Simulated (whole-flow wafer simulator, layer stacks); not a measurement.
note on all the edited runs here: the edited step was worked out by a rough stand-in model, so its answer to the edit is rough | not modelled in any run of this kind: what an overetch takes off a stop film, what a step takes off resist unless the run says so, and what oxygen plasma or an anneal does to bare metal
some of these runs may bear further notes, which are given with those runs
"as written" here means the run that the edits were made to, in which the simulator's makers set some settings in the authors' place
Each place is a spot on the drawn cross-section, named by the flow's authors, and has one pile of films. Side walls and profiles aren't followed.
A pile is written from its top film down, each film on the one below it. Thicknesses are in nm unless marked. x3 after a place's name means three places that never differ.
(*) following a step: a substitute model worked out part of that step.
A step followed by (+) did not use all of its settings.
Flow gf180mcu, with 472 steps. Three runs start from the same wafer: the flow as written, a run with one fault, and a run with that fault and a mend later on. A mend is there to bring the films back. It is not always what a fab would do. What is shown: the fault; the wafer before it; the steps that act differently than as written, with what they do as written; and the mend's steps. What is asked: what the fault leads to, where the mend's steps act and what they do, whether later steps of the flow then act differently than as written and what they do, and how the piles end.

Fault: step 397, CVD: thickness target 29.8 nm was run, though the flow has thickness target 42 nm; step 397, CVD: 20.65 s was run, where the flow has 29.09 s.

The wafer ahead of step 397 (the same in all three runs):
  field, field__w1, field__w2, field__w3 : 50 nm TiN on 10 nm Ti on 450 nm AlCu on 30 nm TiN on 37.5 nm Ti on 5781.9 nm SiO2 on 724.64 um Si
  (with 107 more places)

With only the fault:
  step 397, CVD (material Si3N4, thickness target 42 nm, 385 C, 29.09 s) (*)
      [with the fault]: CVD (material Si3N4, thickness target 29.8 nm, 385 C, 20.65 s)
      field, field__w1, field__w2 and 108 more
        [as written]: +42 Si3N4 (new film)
        [with the fault]: +29.8 Si3N4 (new film)
  Steps later in the flow that act otherwise than as written (6 other steps are not shown; they differ only slightly, by no more than 2% or 0.5 nm, whichever is larger):
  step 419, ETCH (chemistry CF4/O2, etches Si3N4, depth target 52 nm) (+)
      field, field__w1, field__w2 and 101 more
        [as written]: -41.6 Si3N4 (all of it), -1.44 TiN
        [with the fault]: -29.5 Si3N4 (all of it), -2.05 TiN
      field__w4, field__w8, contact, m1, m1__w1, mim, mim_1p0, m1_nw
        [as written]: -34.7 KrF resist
        [with the fault]: -29.5 KrF resist
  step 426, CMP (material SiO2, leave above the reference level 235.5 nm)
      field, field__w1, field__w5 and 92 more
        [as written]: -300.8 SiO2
        [with the fault]: -313 SiO2
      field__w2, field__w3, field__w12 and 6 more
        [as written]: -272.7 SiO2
        [with the fault]: -285.4 SiO2
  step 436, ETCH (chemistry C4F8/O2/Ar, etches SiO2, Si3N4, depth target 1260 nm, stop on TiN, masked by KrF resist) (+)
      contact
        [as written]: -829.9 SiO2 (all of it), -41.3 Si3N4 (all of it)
        [with the fault]: -829.9 SiO2 (all of it), -29.1 Si3N4 (all of it)
  By the end, the piles at field__w4, field__w8, m1, m1__w1, mim, mim_1p0, m1_nw depart from the flow's by more than 2% or 0.5 nm, whichever is larger.
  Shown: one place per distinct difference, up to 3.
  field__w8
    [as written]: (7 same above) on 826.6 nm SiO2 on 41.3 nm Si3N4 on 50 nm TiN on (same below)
    [with the fault]: (7 same above) on 826.6 nm SiO2 on 29.1 nm Si3N4 on 50 nm TiN on (same below)
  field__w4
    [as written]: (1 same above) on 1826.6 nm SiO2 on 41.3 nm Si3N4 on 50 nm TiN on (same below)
    [with the fault]: (1 same above) on 1826.6 nm SiO2 on 29.1 nm Si3N4 on 50 nm TiN on (same below)
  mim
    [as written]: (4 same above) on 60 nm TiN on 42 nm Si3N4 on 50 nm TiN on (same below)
    [with the fault]: (4 same above) on 60 nm TiN on 29.8 nm Si3N4 on 50 nm TiN on (same below)

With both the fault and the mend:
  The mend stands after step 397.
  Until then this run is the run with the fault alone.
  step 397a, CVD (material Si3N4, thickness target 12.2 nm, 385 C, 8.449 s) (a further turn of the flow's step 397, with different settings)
      field, field__w1, field__w2 and 108 more
        +12.2 Si3N4
  None of the later steps of the flow differs from how it acts as written, at any place that is followed, by more than 2% or 0.5 nm, whichever is larger.
  When the end is reached, the piles differ only a little from the flow's at the places that both follow, at most by 2% or 0.5 nm, whichever is larger.
